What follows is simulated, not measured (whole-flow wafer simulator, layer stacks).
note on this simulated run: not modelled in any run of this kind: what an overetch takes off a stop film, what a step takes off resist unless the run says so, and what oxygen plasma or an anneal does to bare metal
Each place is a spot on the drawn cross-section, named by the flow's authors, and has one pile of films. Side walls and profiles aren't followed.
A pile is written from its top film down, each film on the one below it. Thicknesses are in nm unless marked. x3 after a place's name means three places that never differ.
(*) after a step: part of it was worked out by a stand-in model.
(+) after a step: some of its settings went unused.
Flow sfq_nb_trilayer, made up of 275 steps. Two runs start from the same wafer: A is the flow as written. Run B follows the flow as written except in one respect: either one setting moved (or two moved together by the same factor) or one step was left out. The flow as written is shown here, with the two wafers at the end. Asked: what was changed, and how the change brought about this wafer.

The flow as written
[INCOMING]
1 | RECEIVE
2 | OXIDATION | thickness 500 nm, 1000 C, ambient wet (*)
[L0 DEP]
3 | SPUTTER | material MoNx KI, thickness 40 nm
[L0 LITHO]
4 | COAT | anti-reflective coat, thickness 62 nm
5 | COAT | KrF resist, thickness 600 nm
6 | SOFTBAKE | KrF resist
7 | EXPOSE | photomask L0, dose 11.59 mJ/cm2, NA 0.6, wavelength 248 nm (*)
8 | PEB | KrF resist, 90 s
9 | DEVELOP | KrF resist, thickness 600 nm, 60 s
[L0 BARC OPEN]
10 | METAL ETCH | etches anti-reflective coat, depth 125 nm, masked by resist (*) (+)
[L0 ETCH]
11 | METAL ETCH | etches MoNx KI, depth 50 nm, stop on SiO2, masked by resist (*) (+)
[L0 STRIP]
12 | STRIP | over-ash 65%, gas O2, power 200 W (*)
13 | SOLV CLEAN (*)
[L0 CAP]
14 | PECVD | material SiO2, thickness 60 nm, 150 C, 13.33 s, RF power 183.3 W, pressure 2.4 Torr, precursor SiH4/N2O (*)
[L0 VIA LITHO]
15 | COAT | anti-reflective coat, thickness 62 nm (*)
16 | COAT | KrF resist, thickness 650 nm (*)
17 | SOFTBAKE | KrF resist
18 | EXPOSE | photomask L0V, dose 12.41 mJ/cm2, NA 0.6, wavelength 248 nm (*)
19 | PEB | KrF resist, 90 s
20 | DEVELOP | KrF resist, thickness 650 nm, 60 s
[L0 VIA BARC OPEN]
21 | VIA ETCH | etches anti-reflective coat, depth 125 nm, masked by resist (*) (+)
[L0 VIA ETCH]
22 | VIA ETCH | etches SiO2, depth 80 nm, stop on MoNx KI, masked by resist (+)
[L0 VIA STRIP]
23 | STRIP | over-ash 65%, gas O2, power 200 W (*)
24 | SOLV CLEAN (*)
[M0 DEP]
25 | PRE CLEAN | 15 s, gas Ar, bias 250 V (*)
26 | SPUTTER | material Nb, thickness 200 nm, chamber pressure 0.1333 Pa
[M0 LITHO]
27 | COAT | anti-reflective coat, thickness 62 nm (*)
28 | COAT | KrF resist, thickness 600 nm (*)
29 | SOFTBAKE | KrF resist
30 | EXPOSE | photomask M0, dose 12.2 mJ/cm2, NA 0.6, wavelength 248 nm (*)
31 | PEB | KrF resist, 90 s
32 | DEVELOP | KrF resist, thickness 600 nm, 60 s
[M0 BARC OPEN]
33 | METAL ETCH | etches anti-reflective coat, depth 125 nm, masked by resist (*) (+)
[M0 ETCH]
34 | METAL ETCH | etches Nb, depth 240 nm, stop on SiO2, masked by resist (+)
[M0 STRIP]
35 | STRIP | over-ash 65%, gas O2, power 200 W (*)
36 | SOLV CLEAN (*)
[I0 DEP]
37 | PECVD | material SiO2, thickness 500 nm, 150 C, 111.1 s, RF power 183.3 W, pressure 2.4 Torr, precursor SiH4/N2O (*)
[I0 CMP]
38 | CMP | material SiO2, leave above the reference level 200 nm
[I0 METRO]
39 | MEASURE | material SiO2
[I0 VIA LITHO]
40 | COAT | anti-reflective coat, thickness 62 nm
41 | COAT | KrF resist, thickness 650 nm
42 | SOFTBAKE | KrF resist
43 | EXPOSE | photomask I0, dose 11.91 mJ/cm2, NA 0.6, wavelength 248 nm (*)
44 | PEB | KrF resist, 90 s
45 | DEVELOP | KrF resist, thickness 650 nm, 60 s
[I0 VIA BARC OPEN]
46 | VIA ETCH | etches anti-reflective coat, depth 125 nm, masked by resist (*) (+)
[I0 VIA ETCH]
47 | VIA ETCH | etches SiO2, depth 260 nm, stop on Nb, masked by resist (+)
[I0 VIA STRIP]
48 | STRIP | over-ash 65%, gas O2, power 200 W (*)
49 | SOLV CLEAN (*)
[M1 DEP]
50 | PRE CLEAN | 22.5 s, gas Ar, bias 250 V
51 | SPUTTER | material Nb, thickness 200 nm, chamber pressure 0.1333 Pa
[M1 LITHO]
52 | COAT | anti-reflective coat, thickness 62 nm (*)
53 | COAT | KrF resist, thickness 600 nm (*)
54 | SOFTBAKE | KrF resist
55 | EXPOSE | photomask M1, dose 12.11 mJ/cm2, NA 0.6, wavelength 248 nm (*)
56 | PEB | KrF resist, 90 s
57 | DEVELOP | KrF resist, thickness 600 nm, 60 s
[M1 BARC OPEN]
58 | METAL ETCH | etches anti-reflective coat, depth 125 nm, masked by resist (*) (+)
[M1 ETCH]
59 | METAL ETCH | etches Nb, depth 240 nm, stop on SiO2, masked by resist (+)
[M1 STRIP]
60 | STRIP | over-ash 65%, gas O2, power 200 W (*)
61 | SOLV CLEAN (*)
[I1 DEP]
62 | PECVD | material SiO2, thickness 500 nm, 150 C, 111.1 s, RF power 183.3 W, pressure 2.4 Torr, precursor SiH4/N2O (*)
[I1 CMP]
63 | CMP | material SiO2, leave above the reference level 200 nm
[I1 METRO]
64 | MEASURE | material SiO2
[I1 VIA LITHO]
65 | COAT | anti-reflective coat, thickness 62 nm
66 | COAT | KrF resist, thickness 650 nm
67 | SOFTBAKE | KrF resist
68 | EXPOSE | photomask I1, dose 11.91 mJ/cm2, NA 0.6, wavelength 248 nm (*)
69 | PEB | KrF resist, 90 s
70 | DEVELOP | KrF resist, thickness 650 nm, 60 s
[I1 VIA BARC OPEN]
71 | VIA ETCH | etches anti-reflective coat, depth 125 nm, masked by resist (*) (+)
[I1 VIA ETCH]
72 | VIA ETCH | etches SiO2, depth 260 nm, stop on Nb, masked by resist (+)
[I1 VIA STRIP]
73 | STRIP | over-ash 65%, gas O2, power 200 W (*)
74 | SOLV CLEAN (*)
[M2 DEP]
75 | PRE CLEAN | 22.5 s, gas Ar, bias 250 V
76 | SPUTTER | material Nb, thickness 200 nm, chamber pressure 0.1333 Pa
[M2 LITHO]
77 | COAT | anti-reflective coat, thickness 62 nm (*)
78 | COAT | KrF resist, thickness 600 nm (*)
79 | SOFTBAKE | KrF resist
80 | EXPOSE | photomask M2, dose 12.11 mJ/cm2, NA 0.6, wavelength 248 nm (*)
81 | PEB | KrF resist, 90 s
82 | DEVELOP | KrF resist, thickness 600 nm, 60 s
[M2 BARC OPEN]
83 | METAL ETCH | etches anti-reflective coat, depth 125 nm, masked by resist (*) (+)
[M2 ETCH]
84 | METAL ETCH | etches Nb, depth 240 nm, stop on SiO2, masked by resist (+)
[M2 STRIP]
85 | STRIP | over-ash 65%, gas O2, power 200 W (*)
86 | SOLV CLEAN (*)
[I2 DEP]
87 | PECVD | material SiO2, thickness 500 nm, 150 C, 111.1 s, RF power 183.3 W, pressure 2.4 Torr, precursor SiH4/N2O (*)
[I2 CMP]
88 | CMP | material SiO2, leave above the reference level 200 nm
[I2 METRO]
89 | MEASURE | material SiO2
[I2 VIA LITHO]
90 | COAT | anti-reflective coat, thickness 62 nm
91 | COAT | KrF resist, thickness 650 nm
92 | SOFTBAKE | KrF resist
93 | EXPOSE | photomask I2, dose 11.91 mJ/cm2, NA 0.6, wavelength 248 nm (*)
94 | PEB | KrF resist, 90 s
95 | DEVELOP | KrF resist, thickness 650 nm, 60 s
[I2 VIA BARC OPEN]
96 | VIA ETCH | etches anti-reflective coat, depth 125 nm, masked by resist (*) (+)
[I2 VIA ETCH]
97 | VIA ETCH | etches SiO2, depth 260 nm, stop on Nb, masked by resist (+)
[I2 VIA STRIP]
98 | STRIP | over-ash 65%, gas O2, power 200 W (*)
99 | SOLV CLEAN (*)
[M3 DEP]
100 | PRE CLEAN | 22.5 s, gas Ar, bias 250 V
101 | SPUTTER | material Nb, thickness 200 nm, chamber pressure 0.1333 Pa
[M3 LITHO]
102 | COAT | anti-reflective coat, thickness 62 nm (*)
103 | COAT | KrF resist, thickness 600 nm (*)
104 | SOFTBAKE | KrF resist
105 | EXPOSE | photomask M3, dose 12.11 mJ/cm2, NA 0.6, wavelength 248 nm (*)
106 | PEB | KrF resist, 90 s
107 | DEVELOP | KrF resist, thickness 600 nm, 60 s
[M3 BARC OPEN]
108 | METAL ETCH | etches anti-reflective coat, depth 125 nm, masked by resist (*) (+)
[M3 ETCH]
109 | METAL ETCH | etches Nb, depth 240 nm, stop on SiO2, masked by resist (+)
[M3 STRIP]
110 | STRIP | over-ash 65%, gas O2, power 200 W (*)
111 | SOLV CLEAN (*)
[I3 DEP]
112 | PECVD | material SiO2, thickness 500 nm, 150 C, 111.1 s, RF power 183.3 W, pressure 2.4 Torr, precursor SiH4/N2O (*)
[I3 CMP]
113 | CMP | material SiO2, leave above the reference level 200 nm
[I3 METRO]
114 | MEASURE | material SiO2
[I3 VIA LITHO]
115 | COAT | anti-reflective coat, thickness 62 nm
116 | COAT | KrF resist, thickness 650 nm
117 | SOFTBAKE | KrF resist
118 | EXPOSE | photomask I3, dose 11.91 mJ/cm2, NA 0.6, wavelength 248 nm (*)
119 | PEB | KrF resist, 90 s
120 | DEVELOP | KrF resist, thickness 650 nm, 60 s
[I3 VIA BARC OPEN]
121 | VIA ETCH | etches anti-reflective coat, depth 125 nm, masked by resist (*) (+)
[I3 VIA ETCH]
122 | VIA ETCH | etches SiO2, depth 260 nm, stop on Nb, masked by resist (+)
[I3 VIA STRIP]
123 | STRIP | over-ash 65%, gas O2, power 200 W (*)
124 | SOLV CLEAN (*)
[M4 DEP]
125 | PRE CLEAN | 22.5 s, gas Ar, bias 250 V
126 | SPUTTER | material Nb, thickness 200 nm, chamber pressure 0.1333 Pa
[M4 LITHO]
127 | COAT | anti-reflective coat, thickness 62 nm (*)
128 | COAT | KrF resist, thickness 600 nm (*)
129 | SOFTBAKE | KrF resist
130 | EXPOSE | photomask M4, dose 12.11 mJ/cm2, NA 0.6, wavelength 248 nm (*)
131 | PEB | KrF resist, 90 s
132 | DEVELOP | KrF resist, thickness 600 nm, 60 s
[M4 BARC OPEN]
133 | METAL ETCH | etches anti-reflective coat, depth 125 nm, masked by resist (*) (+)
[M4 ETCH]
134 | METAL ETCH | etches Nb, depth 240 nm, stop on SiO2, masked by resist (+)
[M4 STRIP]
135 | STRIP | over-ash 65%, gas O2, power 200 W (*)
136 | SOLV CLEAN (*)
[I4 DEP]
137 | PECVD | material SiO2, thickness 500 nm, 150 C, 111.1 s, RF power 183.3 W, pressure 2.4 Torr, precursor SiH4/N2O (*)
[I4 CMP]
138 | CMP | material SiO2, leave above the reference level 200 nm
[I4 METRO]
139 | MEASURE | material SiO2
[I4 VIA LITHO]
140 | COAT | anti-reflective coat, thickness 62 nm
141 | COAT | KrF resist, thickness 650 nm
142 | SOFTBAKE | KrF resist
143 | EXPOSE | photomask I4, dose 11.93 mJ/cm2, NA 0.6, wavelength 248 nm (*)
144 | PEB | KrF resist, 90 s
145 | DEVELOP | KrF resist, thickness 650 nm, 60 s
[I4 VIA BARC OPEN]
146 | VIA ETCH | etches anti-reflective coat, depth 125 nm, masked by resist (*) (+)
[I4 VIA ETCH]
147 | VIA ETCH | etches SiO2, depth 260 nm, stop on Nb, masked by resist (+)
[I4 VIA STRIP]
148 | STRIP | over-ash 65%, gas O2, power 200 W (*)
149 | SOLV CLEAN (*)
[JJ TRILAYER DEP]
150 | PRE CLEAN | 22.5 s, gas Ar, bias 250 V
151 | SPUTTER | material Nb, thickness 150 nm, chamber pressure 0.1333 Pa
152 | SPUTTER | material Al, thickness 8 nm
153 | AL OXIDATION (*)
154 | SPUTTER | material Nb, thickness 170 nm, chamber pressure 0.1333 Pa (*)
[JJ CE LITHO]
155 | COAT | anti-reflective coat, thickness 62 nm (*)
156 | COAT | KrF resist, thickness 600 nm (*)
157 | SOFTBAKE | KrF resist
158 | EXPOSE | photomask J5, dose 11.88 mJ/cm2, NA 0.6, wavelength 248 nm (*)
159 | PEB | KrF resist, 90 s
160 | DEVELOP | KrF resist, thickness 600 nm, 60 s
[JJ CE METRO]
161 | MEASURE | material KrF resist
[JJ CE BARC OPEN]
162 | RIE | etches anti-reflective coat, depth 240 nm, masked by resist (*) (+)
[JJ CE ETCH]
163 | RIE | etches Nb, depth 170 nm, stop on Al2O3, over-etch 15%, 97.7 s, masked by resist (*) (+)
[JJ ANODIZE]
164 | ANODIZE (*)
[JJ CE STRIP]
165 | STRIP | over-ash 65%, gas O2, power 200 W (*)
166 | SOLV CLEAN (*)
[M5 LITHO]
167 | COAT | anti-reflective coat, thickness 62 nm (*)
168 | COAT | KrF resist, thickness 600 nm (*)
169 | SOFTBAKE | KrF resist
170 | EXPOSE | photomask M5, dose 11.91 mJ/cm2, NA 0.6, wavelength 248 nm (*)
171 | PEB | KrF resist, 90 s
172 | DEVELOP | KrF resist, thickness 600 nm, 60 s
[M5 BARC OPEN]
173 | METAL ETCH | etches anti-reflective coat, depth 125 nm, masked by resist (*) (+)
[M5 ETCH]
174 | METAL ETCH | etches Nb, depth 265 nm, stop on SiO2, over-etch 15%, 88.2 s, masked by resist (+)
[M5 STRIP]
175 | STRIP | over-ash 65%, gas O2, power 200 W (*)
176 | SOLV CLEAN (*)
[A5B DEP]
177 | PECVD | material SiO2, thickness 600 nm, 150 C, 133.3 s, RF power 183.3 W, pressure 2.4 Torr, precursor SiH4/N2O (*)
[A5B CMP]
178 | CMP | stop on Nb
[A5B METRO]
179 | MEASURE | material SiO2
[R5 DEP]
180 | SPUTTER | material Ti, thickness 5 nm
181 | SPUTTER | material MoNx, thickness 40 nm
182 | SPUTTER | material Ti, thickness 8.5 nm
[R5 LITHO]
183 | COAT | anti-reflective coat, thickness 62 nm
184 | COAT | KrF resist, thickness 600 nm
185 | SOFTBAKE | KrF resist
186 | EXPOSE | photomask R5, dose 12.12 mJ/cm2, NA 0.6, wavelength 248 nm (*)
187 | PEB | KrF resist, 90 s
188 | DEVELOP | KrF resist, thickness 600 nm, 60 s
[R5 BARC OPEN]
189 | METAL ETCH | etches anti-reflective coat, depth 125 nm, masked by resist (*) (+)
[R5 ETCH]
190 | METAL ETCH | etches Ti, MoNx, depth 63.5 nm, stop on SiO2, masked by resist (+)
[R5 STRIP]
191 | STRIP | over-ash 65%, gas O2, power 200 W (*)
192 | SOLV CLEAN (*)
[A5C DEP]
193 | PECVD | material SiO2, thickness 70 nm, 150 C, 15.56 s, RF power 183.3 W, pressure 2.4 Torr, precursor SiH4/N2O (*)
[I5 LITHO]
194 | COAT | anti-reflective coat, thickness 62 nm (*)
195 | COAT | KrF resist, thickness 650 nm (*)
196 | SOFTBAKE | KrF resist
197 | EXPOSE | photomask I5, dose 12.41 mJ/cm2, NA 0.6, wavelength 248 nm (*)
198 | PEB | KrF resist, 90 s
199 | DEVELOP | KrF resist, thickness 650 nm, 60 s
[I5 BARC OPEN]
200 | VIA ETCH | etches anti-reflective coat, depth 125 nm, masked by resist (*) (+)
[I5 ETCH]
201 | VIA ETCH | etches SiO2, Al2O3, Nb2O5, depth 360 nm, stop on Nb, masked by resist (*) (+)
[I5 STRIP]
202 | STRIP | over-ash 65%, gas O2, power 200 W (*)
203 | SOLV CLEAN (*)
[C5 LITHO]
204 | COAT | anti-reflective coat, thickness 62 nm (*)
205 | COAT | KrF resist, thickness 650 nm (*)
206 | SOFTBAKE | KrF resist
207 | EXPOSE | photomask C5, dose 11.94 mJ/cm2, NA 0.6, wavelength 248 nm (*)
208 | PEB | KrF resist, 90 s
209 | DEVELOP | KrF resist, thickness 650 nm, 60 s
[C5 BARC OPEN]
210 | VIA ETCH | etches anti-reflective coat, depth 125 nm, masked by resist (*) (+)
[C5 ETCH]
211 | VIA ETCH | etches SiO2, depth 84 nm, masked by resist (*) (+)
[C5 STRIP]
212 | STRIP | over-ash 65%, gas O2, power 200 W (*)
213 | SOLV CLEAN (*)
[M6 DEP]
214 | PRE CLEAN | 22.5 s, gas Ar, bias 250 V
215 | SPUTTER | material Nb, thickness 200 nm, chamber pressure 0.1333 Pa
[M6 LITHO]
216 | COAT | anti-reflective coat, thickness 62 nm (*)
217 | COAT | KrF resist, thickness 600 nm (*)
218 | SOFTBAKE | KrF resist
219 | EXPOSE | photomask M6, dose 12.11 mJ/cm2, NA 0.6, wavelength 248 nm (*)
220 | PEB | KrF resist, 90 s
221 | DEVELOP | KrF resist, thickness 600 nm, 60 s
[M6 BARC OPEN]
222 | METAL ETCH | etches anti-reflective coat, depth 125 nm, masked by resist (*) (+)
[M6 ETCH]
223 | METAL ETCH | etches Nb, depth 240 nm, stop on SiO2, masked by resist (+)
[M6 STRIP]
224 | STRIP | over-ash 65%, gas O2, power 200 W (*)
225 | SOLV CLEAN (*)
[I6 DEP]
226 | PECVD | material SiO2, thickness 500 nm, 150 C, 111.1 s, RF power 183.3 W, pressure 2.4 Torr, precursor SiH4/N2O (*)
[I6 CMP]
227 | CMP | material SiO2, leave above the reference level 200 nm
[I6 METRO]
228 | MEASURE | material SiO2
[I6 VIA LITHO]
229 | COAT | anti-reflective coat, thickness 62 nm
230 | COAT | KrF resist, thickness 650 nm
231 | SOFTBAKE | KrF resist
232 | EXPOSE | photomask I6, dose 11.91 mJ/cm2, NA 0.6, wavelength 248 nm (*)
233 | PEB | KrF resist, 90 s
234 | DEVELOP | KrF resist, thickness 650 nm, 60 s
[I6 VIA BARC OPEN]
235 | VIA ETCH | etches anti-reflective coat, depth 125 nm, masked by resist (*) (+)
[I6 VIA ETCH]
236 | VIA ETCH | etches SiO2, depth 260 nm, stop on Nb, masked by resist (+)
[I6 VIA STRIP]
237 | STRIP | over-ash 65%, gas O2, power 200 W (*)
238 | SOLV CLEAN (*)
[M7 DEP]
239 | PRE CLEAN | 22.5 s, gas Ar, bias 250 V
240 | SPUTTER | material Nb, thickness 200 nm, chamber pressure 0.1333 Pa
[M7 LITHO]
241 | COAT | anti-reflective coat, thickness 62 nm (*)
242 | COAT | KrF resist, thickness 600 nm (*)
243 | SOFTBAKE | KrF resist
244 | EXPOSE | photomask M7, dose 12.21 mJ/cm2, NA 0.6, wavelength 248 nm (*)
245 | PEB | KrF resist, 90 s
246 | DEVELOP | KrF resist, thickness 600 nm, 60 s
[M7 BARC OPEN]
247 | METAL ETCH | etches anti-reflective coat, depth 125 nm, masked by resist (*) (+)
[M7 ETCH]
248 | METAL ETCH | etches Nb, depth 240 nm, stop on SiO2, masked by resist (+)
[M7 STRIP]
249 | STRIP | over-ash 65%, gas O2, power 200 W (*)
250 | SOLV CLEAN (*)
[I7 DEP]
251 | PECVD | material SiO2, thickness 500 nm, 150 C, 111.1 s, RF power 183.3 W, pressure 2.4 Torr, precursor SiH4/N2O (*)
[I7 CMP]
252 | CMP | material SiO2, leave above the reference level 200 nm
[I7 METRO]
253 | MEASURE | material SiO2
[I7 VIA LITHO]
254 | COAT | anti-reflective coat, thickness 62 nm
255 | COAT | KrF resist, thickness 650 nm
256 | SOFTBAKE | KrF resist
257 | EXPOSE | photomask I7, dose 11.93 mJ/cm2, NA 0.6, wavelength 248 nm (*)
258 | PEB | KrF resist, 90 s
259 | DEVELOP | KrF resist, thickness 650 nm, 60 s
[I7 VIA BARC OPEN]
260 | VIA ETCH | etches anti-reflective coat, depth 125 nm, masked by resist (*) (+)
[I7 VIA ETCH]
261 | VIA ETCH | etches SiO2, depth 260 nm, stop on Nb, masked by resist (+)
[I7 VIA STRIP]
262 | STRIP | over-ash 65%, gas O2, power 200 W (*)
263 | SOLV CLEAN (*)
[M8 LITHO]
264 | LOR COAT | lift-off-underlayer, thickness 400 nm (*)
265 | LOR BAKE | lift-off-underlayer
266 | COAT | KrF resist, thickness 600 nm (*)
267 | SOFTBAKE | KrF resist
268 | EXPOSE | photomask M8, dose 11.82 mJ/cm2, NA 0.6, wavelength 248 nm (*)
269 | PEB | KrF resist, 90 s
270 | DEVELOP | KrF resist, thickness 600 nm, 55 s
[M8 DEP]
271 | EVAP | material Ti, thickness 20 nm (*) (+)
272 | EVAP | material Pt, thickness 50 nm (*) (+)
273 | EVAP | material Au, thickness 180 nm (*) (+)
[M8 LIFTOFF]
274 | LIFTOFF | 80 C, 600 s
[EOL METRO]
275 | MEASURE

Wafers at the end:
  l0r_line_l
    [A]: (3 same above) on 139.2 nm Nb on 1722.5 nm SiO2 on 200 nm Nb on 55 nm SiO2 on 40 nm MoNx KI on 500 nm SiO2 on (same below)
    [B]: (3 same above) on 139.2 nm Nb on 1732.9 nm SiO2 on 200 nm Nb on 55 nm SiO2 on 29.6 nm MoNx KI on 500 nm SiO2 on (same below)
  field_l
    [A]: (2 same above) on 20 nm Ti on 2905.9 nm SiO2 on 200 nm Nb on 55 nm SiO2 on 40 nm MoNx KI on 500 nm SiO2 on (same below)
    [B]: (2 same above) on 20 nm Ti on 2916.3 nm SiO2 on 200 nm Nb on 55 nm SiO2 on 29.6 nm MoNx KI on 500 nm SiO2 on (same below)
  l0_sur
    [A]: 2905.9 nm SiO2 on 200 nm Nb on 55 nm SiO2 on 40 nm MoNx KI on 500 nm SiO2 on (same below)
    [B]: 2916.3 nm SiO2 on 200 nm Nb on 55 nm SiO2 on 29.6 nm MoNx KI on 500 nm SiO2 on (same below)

The reason: step 3, SPUTTER: thickness 29.6 nm was run, while the flow as written has thickness 40 nm.
The wafer lets one read it off: l0r_line_l has MoNx KI 29.6, and step 3 as written asks for 40 nm.

How this came from the change, step by step:
  3 | SPUTTER | material MoNx KI, thickness 40 nm
      field_l, v_sur, via_wl and 103 more: A MoNx KI gains 40 (new film) | B MoNx KI gains 29.6 (new film)
  11 | METAL ETCH | etches MoNx KI, depth 50 nm, stop on SiO2, masked by resist (*) (+)
      v_sur, via_wl, via_w and 97 more: A MoNx KI loses 40 (all of it) | B MoNx KI loses 29.6 (all of it)
      field_l, l0_sur, l0v, l0r_line_l, l0r_line_c, l0r_line_r: A KrF resist loses 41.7 | B KrF resist loses 37
  15 | COAT | anti-reflective coat, thickness 62 nm (*)
      field_l: A anti-reflective coat gains 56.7 (new film) | B anti-reflective coat gains 57.9 (new film)
      v_sur: A anti-reflective coat gains 72.2 (new film) | B anti-reflective coat gains 69.6 (new film)
      (as well as at 3 more places)
  23 | STRIP | over-ash 65%, gas O2, power 200 W (*)
      field_l: A KrF resist loses 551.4 (all of it), anti-reflective coat loses 56.7 (all of it) | B KrF resist loses 553.6 (all of it), anti-reflective coat loses 57.9 (all of it)
      v_sur: A KrF resist loses 570.5 (all of it), anti-reflective coat loses 72.2 (all of it) | B KrF resist loses 567.5 (all of it), anti-reflective coat loses 69.6 (all of it)
      (as well as at 3 more places)
  27 | COAT | anti-reflective coat, thickness 62 nm (*)
      field_l: A anti-reflective coat gains 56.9 (new film) | B anti-reflective coat gains 58.1 (new film)
      v_sur: A anti-reflective coat gains 72.3 (new film) | B anti-reflective coat gains 69.7 (new film)
      (as well as at 3 more places)
  35 | STRIP | over-ash 65%, gas O2, power 200 W (*)
      field_l: A KrF resist loses 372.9 (all of it), anti-reflective coat loses 56.9 (all of it) | B KrF resist loses 375.4 (all of it), anti-reflective coat loses 58.1 (all of it)
      v_sur: A KrF resist loses 391.6 (all of it), anti-reflective coat loses 72.3 (all of it) | B KrF resist loses 389 (all of it), anti-reflective coat loses 69.7 (all of it)
      (as well as at 3 more places)
  38 | CMP | material SiO2, leave above the reference level 200 nm
      field_l, l0_sur, l0r_line_l, l0r_line_c, l0r_line_r: A SiO2 loses 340 | B SiO2 loses 329.6
      l0v: A SiO2 loses 277.8 | B SiO2 loses 267.4
